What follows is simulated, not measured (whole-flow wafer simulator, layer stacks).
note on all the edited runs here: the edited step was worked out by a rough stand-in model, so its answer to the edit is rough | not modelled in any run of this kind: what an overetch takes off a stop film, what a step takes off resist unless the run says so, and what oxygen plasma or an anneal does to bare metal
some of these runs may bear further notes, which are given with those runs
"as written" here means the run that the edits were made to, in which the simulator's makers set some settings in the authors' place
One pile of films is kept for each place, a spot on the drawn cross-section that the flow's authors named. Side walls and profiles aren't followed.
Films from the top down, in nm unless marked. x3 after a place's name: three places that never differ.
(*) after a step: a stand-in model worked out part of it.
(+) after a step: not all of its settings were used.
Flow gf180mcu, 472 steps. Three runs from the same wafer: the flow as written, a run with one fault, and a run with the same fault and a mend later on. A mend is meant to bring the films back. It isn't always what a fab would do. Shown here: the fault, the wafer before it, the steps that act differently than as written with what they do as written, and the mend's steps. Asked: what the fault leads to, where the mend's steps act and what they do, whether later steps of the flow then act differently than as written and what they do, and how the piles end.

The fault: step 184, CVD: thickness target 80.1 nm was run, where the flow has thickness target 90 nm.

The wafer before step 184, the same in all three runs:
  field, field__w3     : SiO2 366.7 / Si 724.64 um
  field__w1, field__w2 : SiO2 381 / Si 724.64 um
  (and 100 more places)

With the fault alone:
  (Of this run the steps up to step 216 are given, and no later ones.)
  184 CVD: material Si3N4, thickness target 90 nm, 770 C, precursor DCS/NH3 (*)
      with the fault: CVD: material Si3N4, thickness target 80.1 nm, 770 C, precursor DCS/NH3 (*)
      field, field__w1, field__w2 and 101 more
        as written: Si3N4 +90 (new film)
        with the fault: Si3N4 +80.1 (new film)
  Later steps of the flow that act differently than as written (12 more steps differ only slightly, by at most 2% or 0.5 nm, whichever is larger, and aren't shown):
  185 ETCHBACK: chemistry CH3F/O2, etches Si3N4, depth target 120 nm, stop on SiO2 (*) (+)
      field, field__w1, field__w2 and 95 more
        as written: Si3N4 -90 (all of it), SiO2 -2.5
        with the fault: Si3N4 -80.1 (all of it), SiO2 -3.32
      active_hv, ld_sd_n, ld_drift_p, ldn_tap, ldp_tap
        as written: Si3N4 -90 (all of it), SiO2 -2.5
        with the fault: Si3N4 -80.1 (all of it), SiO2 -3.33
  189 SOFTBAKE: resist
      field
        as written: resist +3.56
        with the fault: resist -0.36
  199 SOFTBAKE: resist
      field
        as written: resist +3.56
        with the fault: resist -0.36
  After step 216 the piles differ from the flow's by more than 2% or 0.5 nm, whichever is larger, at spacer.
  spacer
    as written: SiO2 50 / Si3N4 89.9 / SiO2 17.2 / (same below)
    with the fault: SiO2 50 / Si3N4 80 / SiO2 17.2 / (same below)

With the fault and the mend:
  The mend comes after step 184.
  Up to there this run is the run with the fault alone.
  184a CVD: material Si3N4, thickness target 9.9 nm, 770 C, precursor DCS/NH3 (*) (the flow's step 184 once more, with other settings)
      field, field__w1, field__w2 and 101 more
        Si3N4 +9.9
  No later step of the flow acts differently than as written, at any place that is followed, by more than 2% or 0.5 nm, whichever is larger.
  At the end the piles are the same as the flow's at every place that both follow.
